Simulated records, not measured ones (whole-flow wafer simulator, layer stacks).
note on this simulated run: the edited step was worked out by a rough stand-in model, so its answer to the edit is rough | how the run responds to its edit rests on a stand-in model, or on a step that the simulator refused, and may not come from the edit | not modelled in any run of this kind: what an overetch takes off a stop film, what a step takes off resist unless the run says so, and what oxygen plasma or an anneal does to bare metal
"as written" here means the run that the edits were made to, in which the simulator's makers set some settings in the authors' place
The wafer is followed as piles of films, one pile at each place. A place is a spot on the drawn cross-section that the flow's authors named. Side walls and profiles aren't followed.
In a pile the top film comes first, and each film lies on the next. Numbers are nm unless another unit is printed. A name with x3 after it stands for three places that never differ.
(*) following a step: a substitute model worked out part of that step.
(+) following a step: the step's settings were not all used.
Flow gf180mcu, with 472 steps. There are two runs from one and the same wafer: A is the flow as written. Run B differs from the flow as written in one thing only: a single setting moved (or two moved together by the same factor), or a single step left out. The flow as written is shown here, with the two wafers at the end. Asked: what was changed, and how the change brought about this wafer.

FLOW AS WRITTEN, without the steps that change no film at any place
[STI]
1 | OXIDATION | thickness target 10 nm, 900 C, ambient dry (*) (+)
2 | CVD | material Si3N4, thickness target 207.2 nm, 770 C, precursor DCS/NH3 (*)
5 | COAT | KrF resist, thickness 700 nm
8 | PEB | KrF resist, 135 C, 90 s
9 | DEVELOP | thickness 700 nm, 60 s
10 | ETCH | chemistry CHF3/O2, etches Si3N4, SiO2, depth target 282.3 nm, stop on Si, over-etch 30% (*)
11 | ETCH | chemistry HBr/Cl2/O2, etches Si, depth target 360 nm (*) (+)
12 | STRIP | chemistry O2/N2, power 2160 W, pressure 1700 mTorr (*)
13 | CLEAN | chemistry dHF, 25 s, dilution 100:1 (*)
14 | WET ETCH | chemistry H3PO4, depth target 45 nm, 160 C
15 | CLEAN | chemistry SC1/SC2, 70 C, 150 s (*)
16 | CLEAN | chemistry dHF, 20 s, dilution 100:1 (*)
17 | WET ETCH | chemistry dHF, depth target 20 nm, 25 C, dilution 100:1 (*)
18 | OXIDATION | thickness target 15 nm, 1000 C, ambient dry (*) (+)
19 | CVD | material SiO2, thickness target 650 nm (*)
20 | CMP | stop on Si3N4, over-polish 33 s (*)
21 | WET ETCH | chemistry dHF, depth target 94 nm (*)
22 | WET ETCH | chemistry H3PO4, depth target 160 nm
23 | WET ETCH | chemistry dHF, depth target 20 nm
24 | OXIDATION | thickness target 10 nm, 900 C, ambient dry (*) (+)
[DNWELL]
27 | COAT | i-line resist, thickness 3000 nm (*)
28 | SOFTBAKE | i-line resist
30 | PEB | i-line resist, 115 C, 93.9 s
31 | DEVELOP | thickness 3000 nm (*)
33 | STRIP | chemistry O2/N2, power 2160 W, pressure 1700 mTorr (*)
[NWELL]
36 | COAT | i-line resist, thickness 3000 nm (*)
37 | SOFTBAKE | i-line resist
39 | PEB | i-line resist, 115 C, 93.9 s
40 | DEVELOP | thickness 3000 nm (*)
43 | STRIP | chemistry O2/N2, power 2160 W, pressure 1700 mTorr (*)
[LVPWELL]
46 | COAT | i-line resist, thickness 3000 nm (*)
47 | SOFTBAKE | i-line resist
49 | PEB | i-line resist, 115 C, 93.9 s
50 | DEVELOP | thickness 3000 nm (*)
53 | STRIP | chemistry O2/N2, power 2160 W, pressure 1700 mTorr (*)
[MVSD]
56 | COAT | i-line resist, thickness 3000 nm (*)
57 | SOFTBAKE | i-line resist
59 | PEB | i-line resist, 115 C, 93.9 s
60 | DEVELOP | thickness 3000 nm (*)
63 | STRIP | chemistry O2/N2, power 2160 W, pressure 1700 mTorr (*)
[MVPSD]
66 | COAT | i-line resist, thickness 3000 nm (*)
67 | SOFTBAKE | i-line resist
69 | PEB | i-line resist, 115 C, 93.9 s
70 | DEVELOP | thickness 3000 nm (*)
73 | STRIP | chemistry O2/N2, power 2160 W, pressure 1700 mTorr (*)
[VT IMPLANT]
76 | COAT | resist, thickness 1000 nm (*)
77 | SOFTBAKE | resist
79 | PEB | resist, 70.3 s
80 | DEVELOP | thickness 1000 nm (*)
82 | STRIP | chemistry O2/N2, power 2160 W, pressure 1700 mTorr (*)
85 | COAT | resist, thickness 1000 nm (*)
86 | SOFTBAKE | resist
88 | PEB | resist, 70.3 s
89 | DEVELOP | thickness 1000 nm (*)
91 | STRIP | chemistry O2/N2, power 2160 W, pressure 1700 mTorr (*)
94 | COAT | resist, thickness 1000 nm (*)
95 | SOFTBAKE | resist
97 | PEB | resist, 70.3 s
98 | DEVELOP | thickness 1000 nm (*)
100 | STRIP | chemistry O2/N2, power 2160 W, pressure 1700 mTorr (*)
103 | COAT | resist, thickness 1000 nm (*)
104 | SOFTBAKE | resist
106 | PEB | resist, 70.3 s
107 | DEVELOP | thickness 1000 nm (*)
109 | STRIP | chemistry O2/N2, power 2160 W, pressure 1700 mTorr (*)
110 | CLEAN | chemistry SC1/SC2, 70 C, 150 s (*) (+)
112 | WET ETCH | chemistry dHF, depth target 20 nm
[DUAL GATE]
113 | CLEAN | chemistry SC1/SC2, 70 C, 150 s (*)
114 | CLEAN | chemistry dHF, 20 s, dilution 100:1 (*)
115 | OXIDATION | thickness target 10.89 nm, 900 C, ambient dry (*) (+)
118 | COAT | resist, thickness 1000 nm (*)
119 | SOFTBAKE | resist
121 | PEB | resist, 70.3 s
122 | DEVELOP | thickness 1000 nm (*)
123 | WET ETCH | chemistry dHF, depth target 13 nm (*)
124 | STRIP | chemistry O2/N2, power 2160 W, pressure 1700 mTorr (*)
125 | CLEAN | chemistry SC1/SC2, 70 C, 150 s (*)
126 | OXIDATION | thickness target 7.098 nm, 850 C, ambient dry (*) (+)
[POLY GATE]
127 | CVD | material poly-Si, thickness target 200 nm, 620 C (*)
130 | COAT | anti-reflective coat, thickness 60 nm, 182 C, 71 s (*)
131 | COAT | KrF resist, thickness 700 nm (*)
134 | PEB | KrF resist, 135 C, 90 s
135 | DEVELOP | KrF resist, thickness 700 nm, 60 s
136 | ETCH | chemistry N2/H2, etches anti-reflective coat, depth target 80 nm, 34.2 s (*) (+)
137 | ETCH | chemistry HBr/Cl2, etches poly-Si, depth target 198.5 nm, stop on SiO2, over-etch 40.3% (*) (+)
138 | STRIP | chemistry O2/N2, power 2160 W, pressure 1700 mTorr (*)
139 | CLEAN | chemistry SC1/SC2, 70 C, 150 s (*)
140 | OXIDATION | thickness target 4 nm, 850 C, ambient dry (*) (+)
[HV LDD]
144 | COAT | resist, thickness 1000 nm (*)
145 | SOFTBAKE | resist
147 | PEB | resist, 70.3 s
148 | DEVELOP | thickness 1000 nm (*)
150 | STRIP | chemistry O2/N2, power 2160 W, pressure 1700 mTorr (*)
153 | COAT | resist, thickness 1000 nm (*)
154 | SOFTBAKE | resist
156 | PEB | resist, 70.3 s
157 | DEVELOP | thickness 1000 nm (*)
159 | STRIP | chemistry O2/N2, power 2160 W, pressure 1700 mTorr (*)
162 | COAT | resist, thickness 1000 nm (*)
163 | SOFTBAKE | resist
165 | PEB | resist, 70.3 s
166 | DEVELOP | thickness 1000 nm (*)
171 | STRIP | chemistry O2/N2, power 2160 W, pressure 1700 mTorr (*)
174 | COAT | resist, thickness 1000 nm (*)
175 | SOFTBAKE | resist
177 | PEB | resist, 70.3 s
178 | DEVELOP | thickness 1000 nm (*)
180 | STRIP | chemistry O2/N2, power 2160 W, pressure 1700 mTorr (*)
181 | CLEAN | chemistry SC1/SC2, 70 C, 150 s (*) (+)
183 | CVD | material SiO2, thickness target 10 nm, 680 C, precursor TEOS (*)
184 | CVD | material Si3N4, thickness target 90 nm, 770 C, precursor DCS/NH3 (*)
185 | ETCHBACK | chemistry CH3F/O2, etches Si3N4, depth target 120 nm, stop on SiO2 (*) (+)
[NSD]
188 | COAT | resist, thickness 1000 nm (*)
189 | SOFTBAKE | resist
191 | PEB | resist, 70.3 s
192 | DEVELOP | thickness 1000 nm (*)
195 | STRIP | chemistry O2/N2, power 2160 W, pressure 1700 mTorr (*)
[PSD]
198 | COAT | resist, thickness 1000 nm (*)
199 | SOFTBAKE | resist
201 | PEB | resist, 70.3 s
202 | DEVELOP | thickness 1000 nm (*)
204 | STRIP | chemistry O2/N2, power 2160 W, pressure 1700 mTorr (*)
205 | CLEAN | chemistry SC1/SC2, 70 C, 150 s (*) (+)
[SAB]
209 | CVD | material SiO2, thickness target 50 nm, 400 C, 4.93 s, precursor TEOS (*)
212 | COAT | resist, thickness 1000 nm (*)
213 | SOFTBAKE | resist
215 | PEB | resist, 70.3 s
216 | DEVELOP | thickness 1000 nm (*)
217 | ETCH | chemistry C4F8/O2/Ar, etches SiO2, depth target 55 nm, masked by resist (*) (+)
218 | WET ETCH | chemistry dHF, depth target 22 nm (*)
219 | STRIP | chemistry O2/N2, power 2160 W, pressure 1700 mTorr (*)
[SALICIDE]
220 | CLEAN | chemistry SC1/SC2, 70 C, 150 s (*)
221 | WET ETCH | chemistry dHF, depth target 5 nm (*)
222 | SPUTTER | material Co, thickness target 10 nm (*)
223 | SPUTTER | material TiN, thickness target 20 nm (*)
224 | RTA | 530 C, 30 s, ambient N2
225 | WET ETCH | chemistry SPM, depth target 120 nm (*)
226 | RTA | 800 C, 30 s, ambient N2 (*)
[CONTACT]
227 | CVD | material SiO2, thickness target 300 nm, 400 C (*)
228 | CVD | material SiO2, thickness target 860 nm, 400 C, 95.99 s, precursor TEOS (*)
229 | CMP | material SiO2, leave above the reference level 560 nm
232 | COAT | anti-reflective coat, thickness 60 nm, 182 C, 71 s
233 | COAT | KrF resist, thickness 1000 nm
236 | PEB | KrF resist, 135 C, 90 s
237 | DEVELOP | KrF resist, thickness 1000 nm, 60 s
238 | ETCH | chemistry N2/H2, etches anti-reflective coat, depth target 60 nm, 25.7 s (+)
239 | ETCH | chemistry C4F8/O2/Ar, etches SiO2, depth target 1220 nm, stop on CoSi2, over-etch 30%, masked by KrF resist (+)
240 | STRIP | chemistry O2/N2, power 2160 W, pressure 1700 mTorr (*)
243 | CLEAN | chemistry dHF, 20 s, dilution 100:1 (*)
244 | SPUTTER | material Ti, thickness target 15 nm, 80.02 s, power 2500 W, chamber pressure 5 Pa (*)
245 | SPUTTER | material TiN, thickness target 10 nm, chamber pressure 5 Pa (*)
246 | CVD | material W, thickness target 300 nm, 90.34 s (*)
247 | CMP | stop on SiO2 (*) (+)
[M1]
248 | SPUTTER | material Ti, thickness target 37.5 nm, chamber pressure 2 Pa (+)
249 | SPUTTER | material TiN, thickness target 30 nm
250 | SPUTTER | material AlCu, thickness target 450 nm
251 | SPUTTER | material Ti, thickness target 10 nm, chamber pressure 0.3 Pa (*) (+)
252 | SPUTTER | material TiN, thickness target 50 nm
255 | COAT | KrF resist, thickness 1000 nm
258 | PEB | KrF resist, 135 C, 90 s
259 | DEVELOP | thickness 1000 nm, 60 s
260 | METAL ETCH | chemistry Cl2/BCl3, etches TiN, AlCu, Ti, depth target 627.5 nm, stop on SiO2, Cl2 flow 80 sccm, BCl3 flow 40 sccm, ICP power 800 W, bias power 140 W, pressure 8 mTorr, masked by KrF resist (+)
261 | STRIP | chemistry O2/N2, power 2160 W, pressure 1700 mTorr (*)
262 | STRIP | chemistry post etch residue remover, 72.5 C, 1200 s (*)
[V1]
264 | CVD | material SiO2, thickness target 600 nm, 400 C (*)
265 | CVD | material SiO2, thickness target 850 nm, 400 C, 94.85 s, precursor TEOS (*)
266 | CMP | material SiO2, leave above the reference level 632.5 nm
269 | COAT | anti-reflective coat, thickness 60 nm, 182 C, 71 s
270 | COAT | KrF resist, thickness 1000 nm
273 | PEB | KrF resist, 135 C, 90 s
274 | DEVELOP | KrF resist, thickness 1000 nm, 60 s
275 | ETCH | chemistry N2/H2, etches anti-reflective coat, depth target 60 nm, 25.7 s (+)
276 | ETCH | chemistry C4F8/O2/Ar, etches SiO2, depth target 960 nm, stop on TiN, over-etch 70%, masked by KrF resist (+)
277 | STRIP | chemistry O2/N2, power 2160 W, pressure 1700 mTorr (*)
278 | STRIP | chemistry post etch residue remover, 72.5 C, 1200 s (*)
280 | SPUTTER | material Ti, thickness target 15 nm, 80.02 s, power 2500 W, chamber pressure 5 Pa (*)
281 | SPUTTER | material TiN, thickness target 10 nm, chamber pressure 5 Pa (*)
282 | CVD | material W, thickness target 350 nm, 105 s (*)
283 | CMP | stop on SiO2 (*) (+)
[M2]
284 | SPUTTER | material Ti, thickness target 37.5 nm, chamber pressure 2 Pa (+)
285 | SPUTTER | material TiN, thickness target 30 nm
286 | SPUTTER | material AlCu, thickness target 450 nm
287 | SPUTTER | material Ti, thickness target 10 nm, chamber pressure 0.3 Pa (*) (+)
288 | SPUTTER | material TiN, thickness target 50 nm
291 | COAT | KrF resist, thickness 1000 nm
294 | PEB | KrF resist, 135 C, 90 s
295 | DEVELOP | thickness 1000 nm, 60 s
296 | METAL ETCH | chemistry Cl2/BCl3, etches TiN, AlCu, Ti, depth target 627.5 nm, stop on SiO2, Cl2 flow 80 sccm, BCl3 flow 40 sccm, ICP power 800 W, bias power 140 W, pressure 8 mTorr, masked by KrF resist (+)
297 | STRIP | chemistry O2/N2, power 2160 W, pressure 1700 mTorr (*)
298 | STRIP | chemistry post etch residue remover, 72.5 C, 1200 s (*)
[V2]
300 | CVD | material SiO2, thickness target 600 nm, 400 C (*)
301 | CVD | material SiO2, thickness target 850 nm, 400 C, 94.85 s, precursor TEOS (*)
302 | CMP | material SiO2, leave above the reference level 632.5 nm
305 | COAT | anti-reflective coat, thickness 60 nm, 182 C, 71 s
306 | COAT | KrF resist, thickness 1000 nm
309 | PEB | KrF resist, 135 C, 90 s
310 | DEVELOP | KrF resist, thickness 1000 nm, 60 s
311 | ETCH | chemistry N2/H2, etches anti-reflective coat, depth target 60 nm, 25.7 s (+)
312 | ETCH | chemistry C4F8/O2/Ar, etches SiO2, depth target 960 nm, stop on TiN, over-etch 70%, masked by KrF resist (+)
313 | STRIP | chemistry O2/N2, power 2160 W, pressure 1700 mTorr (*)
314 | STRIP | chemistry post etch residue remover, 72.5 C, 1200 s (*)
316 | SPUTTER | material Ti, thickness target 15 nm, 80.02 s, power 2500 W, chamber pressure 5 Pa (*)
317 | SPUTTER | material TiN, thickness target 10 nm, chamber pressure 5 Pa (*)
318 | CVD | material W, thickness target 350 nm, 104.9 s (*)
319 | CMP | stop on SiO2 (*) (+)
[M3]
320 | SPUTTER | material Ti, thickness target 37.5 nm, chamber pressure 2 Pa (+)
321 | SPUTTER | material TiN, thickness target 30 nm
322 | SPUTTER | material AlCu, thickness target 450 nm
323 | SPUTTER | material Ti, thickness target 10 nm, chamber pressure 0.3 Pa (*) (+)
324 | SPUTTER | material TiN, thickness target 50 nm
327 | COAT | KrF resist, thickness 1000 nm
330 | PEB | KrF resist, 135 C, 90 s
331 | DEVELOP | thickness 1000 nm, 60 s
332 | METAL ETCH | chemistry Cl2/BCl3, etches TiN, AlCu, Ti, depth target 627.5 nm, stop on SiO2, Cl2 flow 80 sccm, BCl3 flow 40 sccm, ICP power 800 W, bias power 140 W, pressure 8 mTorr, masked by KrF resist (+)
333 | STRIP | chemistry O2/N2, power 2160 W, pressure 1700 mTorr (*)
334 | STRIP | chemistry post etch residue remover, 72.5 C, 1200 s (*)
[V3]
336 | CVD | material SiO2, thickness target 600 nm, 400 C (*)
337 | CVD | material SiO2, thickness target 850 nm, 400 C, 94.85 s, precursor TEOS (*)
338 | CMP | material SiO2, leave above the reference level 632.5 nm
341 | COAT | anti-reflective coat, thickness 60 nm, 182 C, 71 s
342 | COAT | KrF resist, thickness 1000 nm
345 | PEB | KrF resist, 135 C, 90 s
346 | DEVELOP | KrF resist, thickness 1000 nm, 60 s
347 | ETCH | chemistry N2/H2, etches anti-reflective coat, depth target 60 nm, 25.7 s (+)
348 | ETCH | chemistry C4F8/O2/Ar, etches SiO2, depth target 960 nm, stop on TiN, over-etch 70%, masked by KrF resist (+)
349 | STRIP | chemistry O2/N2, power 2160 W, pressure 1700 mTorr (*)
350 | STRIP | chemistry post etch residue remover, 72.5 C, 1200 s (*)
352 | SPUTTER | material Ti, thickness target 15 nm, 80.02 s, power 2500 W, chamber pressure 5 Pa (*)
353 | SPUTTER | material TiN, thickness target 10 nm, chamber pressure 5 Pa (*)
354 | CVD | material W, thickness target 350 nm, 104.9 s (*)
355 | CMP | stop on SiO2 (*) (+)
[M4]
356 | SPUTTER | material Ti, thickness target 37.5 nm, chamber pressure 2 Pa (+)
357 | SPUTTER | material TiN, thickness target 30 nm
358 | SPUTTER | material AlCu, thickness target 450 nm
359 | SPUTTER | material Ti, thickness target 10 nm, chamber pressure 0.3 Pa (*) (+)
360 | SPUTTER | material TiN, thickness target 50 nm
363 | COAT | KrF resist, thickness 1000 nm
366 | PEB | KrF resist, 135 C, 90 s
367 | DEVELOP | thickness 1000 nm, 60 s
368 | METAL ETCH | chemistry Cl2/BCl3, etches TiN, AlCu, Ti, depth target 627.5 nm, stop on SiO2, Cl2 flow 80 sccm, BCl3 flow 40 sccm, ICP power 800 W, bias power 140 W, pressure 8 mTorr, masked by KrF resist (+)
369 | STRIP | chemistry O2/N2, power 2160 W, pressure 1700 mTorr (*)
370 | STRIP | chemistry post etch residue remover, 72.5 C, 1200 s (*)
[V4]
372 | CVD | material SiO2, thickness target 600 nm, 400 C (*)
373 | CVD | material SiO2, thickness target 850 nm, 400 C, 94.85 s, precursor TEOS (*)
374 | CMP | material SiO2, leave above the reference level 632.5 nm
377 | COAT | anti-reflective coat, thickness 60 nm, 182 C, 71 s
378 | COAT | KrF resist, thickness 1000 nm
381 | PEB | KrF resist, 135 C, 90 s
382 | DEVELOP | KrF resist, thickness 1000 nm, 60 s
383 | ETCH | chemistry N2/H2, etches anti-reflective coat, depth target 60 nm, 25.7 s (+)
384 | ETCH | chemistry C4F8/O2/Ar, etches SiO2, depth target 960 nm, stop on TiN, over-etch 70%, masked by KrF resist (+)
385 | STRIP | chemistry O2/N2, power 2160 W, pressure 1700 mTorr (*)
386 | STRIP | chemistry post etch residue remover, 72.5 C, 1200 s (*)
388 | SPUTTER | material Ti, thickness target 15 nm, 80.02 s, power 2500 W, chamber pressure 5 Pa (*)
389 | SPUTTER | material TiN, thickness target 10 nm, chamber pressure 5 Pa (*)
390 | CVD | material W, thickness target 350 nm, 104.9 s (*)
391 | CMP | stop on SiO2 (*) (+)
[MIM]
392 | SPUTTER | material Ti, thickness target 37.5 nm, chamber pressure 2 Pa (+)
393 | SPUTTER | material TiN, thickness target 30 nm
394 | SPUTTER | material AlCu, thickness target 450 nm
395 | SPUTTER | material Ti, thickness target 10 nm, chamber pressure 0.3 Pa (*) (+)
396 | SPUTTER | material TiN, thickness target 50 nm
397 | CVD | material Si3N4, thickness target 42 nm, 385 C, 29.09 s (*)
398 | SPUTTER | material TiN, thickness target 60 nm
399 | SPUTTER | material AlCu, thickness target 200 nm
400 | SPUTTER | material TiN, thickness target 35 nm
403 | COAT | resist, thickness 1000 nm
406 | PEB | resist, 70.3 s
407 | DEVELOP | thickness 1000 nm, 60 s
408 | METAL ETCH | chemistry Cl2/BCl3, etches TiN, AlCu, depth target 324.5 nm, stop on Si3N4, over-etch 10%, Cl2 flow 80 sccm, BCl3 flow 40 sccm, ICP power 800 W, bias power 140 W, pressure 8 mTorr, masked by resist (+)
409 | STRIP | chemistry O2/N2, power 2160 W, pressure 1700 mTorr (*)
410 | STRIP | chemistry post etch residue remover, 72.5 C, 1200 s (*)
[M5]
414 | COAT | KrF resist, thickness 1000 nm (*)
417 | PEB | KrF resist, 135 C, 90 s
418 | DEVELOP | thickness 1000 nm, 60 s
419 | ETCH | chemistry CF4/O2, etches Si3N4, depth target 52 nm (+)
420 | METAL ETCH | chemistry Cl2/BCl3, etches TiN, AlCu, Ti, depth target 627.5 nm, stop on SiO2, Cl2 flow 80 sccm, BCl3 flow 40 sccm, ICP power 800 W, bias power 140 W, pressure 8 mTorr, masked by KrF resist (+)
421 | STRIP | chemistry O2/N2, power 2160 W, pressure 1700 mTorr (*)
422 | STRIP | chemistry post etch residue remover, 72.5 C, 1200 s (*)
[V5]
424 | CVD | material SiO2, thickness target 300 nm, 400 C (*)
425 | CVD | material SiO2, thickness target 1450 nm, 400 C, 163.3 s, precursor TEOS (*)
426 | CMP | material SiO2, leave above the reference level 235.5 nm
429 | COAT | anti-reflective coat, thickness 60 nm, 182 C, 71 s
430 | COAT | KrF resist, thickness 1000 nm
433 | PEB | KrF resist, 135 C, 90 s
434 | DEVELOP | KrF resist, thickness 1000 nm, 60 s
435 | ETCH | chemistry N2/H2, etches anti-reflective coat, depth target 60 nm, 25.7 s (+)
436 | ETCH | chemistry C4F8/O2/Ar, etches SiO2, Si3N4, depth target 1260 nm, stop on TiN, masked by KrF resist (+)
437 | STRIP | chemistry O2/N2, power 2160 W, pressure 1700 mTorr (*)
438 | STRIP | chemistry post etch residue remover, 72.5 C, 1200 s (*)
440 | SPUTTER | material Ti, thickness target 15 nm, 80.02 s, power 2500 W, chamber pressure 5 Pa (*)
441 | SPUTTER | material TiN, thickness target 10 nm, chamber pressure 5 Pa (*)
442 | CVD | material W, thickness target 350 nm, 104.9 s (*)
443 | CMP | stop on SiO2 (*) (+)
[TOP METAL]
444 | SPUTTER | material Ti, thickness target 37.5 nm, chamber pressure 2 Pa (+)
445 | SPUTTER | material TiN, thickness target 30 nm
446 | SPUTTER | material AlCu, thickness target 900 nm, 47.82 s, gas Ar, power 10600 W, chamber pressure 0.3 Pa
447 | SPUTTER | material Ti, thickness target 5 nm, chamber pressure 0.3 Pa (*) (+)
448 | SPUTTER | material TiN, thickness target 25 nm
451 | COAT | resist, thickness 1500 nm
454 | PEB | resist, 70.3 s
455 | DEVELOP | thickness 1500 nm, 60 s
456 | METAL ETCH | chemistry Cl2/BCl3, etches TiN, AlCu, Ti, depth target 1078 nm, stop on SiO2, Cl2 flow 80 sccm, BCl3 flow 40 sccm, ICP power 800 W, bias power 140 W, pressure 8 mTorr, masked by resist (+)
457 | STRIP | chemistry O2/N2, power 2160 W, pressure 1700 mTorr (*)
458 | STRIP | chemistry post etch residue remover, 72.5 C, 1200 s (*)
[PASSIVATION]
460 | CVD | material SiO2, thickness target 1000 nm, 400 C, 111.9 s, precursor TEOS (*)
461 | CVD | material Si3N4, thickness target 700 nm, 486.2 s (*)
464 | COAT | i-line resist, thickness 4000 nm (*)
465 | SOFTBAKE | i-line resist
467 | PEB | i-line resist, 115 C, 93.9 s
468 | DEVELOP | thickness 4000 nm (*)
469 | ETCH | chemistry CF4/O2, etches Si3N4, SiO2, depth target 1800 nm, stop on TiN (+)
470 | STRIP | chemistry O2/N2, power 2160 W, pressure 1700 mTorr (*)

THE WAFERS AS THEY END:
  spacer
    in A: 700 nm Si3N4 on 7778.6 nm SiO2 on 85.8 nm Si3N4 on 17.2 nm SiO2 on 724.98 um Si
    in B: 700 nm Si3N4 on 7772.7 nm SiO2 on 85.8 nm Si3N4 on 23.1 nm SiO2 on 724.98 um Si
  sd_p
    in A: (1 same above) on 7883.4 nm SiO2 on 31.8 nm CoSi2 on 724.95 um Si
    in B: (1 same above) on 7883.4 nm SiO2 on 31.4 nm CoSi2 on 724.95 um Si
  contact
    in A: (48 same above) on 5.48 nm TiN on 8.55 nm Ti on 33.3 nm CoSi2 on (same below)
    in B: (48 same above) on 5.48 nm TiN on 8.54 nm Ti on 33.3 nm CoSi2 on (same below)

Cause: step 183, CVD: thickness target 15.9 nm was run, while the flow as written has thickness target 10 nm.

The path from the change to this, step by step:
  183 | CVD | material SiO2, thickness target 10 nm, 680 C, precursor TEOS (*)
      field, field__w1, field__w2 and 99 more: A SiO2 gains 10 | B SiO2 gains 15.9
      ld_drift_p: A SiO2 gains 9.87 | B SiO2 gains 15.7
      (and at 1 other place as well)
  189 | SOFTBAKE | resist
      field__w9: A resist gains 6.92 | B resist loses 3.07
      field_sub__w1: A resist gains 7.47 | B resist gains 9.79
  199 | SOFTBAKE | resist
      field__w9: A resist gains 6.92 | B resist loses 3.07
      field_sub__w1: A resist gains 7.47 | B resist gains 9.79
  218 | WET ETCH | chemistry dHF, depth target 22 nm (*)
      gate, gate_hv, gate_p and 23 more: A SiO2 loses 5.48 (all of it) | B SiO2 loses 11.4 (all of it)
      field, field__w10, sti and 14 more: A SiO2 loses 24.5 | B SiO2 loses 25.4
      (and at 56 other places as well)
  229 | CMP | material SiO2, leave above the reference level 560 nm
      field_sub, field_sub__w2: A SiO2 loses 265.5 | B SiO2 loses 271.1
      field__w2: A SiO2 loses 250 | B SiO2 loses 256.2
      (and at 6 other places as well)
